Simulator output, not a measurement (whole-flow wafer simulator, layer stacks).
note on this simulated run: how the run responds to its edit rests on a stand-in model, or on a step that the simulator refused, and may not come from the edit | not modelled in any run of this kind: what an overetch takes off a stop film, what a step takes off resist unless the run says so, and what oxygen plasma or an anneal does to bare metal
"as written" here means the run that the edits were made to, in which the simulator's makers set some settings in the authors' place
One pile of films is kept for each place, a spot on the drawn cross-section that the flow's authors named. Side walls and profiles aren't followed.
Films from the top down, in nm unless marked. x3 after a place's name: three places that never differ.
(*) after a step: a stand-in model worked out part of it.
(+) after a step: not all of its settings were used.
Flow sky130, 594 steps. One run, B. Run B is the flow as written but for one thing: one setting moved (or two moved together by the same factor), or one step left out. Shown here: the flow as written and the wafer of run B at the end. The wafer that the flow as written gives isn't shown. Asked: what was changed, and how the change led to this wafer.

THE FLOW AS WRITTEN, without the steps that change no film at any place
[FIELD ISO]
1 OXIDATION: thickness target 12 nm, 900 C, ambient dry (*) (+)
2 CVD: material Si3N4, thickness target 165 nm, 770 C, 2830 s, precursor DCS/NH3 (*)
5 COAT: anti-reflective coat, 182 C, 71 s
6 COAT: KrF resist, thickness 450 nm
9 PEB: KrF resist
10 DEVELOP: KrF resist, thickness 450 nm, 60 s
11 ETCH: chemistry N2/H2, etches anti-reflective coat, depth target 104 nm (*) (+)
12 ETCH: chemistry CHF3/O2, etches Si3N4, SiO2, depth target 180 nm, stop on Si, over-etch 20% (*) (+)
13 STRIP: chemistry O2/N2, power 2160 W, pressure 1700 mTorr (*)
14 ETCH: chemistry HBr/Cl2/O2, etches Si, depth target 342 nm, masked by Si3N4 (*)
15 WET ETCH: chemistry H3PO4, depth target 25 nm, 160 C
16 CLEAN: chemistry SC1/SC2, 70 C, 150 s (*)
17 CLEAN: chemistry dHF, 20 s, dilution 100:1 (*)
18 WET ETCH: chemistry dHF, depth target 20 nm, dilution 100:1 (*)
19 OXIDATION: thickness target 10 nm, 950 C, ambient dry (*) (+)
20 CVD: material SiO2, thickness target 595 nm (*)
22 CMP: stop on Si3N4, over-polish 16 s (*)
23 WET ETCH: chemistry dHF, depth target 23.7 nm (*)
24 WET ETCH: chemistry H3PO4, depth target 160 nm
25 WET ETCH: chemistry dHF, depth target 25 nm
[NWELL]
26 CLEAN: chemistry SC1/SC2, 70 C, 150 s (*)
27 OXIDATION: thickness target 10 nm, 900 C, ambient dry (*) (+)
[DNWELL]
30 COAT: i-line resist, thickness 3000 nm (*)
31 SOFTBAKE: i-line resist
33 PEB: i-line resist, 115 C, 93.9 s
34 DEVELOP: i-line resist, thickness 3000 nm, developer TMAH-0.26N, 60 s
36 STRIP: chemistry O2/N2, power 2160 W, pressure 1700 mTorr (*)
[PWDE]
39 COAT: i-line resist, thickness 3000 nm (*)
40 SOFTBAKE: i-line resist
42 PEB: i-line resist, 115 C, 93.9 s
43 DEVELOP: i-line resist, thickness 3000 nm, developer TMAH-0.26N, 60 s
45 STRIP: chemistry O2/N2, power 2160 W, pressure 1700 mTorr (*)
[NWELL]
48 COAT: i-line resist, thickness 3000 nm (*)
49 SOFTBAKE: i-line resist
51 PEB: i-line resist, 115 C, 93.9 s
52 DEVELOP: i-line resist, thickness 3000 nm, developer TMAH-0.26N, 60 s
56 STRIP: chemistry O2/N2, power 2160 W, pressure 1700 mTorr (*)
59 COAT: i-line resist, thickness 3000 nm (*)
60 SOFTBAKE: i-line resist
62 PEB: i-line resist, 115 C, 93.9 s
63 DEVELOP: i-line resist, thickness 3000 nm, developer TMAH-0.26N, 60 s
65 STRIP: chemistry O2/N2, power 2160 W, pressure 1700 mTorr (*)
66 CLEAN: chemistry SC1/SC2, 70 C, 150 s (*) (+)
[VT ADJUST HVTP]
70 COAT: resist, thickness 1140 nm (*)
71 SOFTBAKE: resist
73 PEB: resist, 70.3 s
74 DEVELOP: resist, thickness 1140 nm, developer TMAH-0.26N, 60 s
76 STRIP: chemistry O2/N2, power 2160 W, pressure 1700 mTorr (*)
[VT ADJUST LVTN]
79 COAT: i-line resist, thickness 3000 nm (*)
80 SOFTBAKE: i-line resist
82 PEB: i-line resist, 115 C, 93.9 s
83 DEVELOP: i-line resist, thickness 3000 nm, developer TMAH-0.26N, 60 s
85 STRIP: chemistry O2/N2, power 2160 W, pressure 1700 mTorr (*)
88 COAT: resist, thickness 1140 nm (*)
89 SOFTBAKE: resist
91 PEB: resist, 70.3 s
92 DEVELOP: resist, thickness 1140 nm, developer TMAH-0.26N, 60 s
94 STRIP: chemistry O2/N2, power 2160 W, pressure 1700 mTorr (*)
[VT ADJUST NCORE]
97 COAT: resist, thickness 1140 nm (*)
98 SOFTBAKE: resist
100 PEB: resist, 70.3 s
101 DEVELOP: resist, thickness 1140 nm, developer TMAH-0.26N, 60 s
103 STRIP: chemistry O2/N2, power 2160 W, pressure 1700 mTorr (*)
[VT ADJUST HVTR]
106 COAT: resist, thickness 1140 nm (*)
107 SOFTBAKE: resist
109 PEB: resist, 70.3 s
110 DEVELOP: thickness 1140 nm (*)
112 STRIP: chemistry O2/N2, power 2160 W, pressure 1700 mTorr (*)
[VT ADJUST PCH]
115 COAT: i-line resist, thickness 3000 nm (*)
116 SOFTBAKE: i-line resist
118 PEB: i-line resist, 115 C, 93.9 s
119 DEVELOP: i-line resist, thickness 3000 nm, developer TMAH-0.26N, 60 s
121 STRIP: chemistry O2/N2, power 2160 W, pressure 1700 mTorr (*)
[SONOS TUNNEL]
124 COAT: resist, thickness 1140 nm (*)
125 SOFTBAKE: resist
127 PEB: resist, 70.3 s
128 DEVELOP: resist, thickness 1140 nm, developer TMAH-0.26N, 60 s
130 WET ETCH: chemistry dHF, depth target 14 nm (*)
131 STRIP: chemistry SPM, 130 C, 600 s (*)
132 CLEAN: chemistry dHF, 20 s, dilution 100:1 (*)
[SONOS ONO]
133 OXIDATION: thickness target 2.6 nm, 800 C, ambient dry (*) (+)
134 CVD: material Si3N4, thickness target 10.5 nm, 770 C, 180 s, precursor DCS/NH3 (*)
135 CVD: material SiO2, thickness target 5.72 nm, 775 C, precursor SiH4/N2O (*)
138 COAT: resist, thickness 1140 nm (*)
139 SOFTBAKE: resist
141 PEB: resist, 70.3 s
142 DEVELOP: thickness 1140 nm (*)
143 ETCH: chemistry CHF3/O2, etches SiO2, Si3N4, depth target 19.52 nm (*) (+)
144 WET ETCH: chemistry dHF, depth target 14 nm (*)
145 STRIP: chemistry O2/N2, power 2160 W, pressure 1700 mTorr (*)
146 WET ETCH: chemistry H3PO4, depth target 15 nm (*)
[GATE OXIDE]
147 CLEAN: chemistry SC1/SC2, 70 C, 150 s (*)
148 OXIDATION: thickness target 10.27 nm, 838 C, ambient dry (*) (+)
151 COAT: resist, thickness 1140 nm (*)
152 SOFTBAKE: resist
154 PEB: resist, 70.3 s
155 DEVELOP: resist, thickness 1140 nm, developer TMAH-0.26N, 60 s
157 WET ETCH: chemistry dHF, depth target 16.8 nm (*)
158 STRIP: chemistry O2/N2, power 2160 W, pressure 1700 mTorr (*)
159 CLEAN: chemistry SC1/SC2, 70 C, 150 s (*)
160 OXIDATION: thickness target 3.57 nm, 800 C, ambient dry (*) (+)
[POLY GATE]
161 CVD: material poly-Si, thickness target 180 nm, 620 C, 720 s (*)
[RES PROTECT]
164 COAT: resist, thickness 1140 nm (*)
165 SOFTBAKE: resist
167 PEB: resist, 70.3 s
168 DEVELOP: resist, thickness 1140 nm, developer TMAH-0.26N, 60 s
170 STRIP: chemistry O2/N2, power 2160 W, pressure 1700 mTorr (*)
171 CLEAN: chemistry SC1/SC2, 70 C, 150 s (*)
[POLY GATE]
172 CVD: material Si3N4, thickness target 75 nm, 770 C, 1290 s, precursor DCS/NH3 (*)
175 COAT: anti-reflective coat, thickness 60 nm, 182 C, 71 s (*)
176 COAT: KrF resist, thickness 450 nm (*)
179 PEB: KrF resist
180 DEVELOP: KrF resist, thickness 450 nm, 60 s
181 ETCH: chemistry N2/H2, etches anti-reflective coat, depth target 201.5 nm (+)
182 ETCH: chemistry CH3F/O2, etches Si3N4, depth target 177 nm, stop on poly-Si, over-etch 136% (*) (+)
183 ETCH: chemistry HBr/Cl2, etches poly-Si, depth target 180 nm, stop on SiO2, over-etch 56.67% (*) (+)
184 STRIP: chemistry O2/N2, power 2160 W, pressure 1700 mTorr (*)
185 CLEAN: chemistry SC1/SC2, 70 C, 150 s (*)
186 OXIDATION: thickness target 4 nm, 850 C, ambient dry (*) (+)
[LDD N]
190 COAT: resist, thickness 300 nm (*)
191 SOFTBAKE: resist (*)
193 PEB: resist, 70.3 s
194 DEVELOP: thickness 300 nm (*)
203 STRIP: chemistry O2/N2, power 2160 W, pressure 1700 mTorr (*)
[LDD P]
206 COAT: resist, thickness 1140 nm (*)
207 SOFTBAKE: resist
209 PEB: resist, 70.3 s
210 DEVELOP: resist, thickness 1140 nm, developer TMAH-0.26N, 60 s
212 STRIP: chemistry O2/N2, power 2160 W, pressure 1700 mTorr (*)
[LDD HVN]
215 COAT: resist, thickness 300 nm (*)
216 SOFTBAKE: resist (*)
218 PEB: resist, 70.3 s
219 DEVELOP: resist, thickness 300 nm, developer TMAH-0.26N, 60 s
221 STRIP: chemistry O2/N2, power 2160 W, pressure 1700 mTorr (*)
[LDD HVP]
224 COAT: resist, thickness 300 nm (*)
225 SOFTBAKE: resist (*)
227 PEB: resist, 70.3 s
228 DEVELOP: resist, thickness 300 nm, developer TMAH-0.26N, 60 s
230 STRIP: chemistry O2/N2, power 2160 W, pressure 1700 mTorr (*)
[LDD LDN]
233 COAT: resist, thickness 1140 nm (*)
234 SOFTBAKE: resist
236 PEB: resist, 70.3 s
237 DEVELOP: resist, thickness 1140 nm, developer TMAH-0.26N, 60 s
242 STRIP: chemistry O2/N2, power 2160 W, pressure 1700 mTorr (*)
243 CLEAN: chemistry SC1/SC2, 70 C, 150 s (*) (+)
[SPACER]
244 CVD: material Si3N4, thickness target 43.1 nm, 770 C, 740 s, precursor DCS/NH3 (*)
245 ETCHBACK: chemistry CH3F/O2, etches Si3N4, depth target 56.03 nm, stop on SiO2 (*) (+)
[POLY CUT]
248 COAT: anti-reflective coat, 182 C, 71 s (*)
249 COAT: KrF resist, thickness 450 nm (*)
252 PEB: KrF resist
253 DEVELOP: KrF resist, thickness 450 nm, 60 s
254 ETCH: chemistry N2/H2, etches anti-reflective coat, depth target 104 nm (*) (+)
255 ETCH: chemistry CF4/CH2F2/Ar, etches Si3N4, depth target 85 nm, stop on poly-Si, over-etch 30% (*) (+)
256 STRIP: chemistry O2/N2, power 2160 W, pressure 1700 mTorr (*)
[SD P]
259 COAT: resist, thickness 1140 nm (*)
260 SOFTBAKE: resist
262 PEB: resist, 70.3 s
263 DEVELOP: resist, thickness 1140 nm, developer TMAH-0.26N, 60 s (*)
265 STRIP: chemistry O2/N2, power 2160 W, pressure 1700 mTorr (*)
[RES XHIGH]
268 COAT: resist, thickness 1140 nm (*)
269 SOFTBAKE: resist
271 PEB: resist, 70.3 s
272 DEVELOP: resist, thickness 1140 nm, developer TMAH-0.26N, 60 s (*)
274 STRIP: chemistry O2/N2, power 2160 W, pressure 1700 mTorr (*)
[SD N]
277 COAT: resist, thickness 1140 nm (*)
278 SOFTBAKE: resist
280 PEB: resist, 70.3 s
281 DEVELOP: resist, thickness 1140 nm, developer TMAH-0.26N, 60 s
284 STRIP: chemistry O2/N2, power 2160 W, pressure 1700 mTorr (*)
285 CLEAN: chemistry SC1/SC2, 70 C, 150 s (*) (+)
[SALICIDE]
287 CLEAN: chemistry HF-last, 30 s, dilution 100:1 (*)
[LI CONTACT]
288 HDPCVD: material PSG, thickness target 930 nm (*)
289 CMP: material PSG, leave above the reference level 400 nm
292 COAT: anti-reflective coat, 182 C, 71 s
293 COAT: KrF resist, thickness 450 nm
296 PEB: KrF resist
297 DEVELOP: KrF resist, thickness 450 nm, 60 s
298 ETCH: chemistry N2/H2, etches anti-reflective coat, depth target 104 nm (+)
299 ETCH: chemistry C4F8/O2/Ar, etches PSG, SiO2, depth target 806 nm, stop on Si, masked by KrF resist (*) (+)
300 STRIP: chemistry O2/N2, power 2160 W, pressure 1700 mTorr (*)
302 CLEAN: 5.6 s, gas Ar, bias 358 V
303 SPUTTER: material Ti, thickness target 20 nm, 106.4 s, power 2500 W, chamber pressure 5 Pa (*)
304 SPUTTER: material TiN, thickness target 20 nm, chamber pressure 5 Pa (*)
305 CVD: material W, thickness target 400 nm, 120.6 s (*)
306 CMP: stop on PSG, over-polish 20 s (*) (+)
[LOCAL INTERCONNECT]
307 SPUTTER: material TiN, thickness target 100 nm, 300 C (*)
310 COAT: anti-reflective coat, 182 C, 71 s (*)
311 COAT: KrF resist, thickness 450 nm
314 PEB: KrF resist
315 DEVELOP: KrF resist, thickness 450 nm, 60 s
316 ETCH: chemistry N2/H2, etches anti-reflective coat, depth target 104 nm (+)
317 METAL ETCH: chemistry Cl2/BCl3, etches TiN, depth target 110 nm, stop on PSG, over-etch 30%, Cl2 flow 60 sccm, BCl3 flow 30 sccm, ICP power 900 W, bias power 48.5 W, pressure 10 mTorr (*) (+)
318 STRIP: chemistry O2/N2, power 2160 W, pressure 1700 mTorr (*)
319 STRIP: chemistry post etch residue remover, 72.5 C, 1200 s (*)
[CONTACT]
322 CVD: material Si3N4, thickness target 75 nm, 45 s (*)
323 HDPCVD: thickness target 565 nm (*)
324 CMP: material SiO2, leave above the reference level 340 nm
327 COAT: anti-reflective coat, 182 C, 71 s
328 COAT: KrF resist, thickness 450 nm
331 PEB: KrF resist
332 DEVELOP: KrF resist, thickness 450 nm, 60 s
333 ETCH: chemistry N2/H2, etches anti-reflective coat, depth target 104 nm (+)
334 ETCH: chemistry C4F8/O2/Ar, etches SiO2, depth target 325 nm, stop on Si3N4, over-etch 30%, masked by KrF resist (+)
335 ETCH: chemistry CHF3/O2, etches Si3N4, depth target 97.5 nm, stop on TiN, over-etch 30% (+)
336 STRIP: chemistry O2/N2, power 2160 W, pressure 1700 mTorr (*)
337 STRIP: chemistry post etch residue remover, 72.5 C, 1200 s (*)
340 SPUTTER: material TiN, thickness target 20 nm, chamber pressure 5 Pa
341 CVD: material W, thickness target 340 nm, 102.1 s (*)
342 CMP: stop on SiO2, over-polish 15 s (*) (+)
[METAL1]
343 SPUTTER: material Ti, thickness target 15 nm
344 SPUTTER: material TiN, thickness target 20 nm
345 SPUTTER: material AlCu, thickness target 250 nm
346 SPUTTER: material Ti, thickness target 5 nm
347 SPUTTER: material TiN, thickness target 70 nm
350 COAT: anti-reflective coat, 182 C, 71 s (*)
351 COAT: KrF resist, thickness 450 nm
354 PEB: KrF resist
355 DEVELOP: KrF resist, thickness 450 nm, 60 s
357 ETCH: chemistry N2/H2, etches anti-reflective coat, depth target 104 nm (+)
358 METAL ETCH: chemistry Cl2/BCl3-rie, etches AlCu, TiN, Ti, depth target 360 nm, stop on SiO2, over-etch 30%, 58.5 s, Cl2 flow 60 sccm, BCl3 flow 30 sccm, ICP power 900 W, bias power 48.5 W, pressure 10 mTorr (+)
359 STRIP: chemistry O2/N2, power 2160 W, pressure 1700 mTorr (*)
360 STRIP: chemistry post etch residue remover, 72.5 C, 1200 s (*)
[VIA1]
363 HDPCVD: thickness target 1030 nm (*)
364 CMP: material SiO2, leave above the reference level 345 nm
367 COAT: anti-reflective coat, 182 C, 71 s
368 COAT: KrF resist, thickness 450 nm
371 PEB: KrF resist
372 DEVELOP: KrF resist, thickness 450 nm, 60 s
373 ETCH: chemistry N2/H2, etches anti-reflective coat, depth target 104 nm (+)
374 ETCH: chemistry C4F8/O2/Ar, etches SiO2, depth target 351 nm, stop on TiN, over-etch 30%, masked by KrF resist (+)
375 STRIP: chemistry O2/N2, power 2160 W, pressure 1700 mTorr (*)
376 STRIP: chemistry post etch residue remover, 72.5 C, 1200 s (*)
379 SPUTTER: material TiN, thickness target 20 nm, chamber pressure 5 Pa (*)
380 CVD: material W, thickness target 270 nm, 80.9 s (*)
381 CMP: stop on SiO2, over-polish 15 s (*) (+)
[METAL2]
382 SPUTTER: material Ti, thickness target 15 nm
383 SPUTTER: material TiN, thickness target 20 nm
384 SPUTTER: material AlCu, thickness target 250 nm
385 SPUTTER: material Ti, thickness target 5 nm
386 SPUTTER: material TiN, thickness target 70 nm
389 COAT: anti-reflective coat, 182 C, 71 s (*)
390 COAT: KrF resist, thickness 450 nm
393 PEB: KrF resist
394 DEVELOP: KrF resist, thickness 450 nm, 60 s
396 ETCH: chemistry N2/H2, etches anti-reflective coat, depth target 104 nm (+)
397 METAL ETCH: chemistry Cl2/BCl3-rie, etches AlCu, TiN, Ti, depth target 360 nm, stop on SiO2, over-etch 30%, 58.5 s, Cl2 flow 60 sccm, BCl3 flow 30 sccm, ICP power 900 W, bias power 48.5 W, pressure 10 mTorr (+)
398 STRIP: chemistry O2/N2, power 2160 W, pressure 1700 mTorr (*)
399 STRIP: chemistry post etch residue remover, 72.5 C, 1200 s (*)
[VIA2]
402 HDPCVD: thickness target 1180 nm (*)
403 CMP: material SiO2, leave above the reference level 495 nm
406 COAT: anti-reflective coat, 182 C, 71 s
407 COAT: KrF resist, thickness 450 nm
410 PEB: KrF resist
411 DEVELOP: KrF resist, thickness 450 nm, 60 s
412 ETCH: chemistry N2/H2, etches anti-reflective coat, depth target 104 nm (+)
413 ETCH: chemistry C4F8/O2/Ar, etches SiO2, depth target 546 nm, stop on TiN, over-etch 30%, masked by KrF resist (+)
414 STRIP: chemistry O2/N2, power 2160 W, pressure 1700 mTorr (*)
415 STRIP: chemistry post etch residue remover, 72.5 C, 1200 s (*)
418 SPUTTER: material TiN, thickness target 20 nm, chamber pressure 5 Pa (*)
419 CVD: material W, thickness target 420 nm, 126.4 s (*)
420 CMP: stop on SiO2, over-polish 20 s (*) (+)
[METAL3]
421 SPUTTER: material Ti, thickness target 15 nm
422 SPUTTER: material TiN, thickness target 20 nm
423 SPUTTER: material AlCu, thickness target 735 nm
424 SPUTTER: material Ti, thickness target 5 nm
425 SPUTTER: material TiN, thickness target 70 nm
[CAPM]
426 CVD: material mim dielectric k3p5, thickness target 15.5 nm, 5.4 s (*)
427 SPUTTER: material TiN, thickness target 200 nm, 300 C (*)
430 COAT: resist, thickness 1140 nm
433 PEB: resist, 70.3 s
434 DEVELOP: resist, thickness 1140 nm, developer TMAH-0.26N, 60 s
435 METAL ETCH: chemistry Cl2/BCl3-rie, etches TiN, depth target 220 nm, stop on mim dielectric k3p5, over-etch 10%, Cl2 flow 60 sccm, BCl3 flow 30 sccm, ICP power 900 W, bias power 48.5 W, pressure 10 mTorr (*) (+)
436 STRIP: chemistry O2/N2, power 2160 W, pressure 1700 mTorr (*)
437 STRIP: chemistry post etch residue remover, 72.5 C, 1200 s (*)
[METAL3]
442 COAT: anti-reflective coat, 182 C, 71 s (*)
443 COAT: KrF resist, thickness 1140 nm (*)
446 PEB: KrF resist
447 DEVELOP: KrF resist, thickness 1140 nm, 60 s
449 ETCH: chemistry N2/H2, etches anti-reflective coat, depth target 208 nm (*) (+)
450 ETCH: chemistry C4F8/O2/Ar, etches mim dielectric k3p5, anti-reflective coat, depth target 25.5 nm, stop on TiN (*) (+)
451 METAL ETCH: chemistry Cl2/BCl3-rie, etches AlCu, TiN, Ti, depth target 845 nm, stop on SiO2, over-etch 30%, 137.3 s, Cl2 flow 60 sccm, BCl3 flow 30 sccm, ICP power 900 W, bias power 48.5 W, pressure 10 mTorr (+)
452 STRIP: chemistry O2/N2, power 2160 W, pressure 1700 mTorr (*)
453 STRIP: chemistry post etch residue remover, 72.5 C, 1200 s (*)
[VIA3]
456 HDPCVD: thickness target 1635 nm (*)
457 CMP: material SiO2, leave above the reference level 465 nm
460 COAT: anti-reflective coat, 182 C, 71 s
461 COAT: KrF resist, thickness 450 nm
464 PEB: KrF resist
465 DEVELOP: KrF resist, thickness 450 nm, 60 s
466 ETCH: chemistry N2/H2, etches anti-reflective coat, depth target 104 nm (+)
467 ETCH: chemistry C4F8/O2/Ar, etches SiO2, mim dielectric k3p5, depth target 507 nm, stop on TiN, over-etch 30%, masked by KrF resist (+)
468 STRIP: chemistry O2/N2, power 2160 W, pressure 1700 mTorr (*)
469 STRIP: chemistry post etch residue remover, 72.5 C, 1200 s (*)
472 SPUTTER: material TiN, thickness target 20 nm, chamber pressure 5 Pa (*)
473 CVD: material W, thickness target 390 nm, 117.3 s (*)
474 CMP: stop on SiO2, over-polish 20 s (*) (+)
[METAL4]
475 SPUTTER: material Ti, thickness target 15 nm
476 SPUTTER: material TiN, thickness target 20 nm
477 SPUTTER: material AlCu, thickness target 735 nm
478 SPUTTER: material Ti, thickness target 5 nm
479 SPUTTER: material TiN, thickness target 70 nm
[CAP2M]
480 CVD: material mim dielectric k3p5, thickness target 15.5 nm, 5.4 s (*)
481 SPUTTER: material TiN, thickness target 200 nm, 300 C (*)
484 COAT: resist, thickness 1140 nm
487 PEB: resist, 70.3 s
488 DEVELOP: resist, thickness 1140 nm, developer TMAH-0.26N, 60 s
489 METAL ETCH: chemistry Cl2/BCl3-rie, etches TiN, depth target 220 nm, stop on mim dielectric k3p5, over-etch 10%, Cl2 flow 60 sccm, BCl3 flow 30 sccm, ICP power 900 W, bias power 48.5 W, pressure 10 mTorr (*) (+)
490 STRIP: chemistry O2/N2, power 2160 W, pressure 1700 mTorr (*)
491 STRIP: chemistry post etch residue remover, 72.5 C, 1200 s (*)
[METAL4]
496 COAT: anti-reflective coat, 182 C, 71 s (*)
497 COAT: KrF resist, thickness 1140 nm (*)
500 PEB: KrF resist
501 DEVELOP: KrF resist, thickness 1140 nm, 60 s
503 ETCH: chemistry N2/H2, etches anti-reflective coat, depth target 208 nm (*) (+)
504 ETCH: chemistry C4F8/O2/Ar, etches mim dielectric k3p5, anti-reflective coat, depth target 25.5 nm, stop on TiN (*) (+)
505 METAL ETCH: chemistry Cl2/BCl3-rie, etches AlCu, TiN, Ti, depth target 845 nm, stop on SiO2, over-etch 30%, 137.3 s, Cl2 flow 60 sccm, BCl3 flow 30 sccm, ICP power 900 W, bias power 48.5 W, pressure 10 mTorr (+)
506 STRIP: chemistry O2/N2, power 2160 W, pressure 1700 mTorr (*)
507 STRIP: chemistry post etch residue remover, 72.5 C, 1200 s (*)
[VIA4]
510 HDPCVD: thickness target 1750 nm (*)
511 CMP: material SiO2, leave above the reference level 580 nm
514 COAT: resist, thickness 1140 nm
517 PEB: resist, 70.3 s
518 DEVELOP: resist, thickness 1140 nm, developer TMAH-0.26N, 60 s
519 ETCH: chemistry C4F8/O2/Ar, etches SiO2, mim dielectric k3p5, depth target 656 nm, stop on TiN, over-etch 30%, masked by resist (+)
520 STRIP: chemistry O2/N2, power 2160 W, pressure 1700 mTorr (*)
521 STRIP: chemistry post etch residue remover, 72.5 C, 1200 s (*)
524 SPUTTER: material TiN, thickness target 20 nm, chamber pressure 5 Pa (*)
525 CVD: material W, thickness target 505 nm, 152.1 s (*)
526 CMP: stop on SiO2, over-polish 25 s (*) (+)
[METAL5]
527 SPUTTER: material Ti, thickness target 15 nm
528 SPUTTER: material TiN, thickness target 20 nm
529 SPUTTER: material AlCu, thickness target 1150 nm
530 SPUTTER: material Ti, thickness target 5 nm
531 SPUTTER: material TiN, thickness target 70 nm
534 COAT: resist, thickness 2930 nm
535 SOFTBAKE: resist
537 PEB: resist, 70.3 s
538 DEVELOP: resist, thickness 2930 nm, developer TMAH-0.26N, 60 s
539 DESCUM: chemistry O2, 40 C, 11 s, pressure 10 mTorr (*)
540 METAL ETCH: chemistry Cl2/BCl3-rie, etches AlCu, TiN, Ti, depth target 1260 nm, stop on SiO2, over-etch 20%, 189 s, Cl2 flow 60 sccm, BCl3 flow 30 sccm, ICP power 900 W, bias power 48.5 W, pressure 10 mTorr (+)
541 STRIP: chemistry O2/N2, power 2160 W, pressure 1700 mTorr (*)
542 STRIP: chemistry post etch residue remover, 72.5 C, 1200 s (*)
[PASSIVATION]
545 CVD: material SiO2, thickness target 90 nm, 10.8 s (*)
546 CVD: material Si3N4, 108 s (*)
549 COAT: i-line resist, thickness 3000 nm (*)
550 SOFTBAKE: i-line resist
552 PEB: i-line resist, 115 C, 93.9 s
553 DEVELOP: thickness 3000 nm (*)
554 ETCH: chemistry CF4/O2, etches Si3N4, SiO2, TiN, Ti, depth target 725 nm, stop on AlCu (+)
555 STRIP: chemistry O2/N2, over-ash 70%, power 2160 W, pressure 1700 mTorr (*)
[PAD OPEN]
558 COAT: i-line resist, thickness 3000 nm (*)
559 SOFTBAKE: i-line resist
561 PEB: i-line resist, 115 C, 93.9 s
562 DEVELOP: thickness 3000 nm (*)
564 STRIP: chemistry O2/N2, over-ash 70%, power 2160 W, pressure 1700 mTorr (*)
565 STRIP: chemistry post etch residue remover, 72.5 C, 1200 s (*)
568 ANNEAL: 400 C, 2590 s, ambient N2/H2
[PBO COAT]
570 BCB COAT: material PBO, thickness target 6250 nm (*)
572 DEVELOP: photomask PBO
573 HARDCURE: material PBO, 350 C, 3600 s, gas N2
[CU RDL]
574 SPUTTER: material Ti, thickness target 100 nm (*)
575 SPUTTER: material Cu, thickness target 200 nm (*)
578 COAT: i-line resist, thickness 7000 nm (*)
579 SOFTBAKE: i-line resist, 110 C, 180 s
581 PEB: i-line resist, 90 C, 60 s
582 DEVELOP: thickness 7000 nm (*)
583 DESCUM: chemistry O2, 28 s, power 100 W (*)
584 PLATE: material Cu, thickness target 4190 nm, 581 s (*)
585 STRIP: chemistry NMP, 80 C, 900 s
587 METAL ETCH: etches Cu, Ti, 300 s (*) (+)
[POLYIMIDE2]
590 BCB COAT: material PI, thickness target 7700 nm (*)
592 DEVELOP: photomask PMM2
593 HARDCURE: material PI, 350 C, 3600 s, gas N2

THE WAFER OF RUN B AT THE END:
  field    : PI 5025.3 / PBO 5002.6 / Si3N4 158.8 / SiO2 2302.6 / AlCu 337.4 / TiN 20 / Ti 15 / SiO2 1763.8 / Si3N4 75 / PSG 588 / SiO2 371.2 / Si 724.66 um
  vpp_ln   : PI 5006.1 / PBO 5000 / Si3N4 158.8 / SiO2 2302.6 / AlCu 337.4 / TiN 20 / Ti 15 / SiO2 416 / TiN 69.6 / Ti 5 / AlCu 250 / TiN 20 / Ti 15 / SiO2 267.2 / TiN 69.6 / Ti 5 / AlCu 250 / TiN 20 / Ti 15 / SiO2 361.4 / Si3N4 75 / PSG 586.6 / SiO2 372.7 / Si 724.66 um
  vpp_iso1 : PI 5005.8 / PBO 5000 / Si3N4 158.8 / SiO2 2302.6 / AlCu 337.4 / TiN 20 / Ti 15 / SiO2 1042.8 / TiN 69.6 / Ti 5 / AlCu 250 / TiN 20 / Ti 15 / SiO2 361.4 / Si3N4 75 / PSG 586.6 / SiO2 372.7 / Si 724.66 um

The cause: step 451, METAL ETCH: depth target 359.1 nm was run, where the flow has depth target 845 nm; step 451, METAL ETCH: 58.4 s was run, where the flow has 137.3 s.

How the change led to this, step by step:
  451 METAL ETCH: chemistry Cl2/BCl3-rie, etches AlCu, TiN, Ti, depth target 845 nm, stop on SiO2, over-etch 30%, 137.3 s, Cl2 flow 60 sccm, BCl3 flow 30 sccm, ICP power 900 W, bias power 48.5 W, pressure 10 mTorr (+)
      field, gate, spacer and 68 more: TiN -70 (all of it), Ti -5 (all of it), AlCu -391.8 (as written it would be: TiN -70 (all of it), Ti -5 (all of it), AlCu -735 (all of it), TiN -20 (all of it), Ti -15 (all of it), SiO2 -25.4)
      active, vpp_ln, vpp_iso2 and 11 more: TiN -70 (all of it), Ti -5 (all of it), AlCu -391.8 (as written it would be: TiN -70 (all of it), Ti -5 (all of it), AlCu -735 (all of it), TiN -20 (all of it), Ti -15 (all of it), SiO2 -25.3)
      (and at 107 more places)
  452 STRIP: chemistry O2/N2, power 2160 W, pressure 1700 mTorr (*)
      dice_street, pplus_nw, drift_dnw and 59 more: KrF resist -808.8 (all of it), anti-reflective coat -80 (all of it) (as written it would be: KrF resist -492.9 (all of it), anti-reflective coat -80 (all of it))
      n_well, p_well, gate_hv and 20 more: KrF resist -808.7 (all of it), anti-reflective coat -80 (all of it) (as written it would be: KrF resist -492.9 (all of it), anti-reflective coat -80 (all of it))
      (and at 22 more places)
  453 STRIP: chemistry post etch residue remover, 72.5 C, 1200 s (*)
      field, active, gate and 82 more: AlCu -5.72 (as written it would be: nothing)
  456 HDPCVD: thickness target 1635 nm (*)
      field, active, gate and 82 more: SiO2 +1635 (new film) (as written it would be: SiO2 +1635)
  457 CMP: material SiO2, leave above the reference level 465 nm
      field, active, gate and 82 more: SiO2 -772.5 (as written it would be: SiO2 -374.7)
Counting metal films that touch as one body, field has 1 body; the flow as written gives 0 bodies.
Counting metal films that touch as one body, vpp_ln has 3 bodies (between them, from the top down: SiO2 416; SiO2 267.2); the flow as written gives 2 bodies (between them, from the top down: SiO2 267.2).
Counting metal films that touch as one body, vpp_iso1 has 2 bodies (between them, from the top down: SiO2 1042.8); the flow as written gives 1 body.
